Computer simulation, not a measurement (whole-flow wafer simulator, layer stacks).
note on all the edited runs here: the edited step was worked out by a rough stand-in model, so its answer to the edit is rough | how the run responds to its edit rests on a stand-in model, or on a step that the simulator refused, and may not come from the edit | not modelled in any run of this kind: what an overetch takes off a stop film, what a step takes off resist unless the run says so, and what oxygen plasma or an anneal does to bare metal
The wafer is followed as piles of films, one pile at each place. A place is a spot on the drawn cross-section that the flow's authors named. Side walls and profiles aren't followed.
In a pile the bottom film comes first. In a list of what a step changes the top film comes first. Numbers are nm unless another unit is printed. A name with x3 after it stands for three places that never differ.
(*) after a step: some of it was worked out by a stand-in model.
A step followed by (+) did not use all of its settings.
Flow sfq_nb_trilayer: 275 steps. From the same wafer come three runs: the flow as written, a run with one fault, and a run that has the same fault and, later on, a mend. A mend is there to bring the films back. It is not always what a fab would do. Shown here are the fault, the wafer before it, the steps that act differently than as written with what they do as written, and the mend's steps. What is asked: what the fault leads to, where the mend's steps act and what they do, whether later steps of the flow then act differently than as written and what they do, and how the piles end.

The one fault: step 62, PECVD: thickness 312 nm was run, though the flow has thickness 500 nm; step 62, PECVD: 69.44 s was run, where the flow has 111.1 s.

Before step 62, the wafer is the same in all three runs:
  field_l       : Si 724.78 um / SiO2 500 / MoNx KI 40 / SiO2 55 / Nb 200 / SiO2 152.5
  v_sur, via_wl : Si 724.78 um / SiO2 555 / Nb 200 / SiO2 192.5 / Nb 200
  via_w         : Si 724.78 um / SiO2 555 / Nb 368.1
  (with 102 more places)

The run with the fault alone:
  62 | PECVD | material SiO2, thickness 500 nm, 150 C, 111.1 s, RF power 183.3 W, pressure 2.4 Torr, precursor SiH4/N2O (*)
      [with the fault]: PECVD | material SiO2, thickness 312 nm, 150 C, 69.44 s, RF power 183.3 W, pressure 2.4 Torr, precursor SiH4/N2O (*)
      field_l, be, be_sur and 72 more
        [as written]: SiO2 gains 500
        [with the fault]: SiO2 gains 312
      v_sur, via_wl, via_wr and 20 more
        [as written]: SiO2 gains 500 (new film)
        [with the fault]: SiO2 gains 312 (new film)
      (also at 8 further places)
  Later steps of the flow acting differently than as written (17 other steps are not shown; they differ only slightly, by no more than 2% or 0.5 nm, whichever is larger):
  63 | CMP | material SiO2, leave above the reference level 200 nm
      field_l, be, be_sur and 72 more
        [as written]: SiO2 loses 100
        [with the fault]: nothing
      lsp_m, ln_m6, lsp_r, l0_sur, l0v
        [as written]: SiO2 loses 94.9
        [with the fault]: nothing
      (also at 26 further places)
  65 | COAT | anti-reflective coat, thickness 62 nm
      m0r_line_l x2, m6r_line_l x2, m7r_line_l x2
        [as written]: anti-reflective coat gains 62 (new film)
        [with the fault]: anti-reflective coat gains 63.5 (new film)
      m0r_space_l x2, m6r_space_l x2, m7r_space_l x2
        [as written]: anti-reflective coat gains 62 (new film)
        [with the fault]: anti-reflective coat gains 74.3 (new film)
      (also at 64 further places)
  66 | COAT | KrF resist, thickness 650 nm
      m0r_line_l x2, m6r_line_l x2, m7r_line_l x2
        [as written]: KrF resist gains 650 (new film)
        [with the fault]: KrF resist gains 667.4 (new film)
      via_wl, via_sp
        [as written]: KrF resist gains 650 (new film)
        [with the fault]: KrF resist gains 616.1 (new film)
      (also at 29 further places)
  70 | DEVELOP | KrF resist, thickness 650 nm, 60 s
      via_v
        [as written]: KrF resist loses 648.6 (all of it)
        [with the fault]: KrF resist loses 616.1 (all of it)
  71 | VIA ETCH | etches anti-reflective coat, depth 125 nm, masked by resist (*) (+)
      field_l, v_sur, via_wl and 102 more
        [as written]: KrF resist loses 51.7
        [with the fault]: KrF resist loses 45.8
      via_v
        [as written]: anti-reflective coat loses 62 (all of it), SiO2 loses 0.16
        [with the fault]: anti-reflective coat loses 55 (all of it), SiO2 loses 0.14
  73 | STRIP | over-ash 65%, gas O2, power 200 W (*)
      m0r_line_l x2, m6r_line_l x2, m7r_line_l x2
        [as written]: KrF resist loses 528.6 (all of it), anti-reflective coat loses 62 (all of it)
        [with the fault]: KrF resist loses 551.9 (all of it), anti-reflective coat loses 63.5 (all of it)
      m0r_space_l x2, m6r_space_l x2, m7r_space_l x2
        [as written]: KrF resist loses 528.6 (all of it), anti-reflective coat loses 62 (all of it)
        [with the fault]: KrF resist loses 544.7 (all of it), anti-reflective coat loses 74.3 (all of it)
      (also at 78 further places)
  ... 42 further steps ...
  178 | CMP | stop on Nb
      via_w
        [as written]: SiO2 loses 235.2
        [with the fault]: SiO2 loses 226.5
  At via_w, the piles at the end differ from the flow's by more than 2% or 0.5 nm, whichever is larger.
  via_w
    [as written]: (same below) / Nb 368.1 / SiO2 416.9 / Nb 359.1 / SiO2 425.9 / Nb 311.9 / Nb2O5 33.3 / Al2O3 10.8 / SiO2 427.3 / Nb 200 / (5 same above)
    [with the fault]: (same below) / Nb 368.1 / SiO2 259.4 / Nb 174.6 / SiO2 115.2 / Nb 90.1 / SiO2 344 / Nb 161.3 / SiO2 189.6 / Nb 110.8 / Nb2O5 34.6 / Al2O3 10.1 / SiO2 495.5 / Nb 200 / (5 same above)

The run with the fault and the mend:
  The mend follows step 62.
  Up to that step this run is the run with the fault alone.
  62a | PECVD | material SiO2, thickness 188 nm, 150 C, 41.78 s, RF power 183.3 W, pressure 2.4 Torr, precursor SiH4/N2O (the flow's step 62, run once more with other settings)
      field_l, v_sur, via_wl and 102 more
        SiO2 gains 188
      via_w
        SiO2 gains 167.6
  Later steps of the flow acting differently than as written:
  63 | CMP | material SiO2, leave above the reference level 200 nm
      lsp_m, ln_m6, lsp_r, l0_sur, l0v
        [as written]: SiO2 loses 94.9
        [with the mend]: SiO2 loses 100
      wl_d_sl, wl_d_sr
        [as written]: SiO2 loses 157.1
        [with the mend]: SiO2 loses 100
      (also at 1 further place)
  By the end, the piles equal the flow's at every place that both follow.
